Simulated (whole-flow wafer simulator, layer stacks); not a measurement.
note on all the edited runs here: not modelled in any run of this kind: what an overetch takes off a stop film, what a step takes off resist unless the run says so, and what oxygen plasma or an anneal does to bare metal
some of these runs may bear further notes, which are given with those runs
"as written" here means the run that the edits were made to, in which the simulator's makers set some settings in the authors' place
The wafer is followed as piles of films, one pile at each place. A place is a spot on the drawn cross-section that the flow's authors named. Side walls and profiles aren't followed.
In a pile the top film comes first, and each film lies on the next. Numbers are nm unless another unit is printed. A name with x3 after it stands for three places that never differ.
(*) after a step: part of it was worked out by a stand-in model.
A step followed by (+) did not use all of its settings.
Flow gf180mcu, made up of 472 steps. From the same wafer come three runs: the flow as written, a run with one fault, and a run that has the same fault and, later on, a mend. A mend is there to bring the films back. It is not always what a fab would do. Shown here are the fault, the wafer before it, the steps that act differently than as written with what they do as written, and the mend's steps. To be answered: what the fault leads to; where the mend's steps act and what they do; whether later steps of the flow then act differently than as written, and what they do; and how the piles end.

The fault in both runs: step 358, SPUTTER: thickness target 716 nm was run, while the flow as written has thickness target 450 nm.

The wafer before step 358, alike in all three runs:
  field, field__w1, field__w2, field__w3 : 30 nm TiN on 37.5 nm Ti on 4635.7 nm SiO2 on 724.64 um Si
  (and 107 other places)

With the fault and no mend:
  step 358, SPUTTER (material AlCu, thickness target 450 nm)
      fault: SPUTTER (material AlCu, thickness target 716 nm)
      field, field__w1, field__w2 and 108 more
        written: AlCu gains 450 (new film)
        fault: AlCu gains 716 (new film)
  Steps further on in the flow that do not act as written:
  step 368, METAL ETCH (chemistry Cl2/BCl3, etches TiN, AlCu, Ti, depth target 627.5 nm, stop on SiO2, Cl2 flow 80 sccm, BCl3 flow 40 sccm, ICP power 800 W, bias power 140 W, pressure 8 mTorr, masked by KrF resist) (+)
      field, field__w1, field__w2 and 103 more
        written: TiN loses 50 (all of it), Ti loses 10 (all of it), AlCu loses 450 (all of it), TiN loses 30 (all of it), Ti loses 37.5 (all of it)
        fault: TiN loses 50 (all of it), Ti loses 10 (all of it), AlCu loses 567.5
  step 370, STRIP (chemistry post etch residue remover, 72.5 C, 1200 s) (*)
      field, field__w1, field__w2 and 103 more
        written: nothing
        fault: AlCu loses 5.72
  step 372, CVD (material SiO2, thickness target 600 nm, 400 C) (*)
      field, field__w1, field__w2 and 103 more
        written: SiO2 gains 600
        fault: SiO2 gains 600 (new film)
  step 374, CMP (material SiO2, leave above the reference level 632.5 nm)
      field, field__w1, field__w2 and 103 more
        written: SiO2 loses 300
        fault: SiO2 loses 244.3
  By the end, the piles at field, field__w1, field__w2 and 109 more depart from the flow's by more than 2% or 0.5 nm, whichever is larger.
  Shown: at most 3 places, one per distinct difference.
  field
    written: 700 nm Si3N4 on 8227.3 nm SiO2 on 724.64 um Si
    fault: 700 nm Si3N4 on 3647.3 nm SiO2 on 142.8 nm AlCu on 30 nm TiN on 37.5 nm Ti on 4635.7 nm SiO2 on 724.64 um Si
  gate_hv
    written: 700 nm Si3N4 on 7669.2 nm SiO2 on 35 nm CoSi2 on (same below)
    fault: 700 nm Si3N4 on 3647.3 nm SiO2 on 142.8 nm AlCu on 30 nm TiN on 37.5 nm Ti on 4077.6 nm SiO2 on 35 nm CoSi2 on (same below)
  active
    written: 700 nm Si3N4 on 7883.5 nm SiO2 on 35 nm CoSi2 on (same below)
    fault: 700 nm Si3N4 on 3647.3 nm SiO2 on 142.8 nm AlCu on 30 nm TiN on 37.5 nm Ti on 4291.9 nm SiO2 on 35 nm CoSi2 on (same below)

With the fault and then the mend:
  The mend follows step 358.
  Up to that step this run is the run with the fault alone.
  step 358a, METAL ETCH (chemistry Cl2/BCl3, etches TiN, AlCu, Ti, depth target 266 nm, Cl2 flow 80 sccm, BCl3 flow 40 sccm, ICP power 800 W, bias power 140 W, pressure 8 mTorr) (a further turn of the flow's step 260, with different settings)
      field, field__w1, field__w2 and 108 more
        AlCu loses 266
  Later steps of the flow that are run all act as written at every place that is followed.
  By the end, the piles equal the flow's at every place that both follow.
